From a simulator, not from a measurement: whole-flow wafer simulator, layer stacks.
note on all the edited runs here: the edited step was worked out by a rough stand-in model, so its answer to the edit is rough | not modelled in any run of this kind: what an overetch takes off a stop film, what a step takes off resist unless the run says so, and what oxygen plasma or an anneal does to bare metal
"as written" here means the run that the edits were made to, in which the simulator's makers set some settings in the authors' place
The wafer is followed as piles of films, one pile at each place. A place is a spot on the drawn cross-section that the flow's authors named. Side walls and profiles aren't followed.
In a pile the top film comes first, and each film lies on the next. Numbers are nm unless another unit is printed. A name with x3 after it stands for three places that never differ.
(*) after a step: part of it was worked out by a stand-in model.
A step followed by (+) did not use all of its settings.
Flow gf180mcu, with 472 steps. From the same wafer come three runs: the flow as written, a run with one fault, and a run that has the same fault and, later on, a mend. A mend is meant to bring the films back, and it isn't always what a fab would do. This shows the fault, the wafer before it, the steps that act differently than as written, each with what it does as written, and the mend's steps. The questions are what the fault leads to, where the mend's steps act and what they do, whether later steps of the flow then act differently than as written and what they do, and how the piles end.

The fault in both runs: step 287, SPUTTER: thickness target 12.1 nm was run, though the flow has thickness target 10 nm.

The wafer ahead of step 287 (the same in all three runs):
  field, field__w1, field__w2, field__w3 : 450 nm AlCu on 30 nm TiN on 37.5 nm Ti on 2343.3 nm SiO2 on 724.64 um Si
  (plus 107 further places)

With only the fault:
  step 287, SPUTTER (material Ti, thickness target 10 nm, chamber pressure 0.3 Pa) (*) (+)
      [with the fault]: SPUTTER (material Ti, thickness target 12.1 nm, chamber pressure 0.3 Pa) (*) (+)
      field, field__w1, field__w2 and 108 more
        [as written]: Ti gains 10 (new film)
        [with the fault]: Ti gains 12.1 (new film)
  Steps further on in the flow that do not act as written (5 more steps, not shown, differ only slightly: by at most 2% or 0.5 nm, whichever is larger):
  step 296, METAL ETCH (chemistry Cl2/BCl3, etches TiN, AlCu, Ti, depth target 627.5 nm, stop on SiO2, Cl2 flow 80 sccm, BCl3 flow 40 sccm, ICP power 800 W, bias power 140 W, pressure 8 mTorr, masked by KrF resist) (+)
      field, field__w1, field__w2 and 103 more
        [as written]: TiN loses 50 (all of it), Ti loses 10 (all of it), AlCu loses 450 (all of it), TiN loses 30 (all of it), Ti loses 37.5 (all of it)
        [with the fault]: TiN loses 50 (all of it), Ti loses 12.1 (all of it), AlCu loses 450 (all of it), TiN loses 30 (all of it), Ti loses 37.5 (all of it)
  The piles end different from the flow's at field__w8, contact, m1, m1__w1, m1_nw by more than 2% or 0.5 nm, whichever is larger.
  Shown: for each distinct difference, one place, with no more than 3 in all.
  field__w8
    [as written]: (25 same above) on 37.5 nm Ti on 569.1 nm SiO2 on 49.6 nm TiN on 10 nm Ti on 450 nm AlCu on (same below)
    [with the fault]: (25 same above) on 37.5 nm Ti on 567 nm SiO2 on 49.6 nm TiN on 12.1 nm Ti on 450 nm AlCu on (same below)
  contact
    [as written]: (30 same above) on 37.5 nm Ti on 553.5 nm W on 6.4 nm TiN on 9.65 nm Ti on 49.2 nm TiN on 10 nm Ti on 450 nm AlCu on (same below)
    [with the fault]: (30 same above) on 37.5 nm Ti on 551.4 nm W on 6.41 nm TiN on 9.66 nm Ti on 49.2 nm TiN on 12.1 nm Ti on 450 nm AlCu on (same below)

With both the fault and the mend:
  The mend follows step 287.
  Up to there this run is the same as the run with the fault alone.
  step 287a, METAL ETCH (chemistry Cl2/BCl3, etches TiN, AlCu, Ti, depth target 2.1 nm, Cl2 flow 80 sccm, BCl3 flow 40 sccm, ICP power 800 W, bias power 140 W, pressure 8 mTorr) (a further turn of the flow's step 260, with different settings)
      field, field__w1, field__w2 and 108 more
        Ti loses 2.1
  None of the later steps of the flow acts differently than as written at any place that is followed.
  The piles end the same as the flow's at every place that both follow.
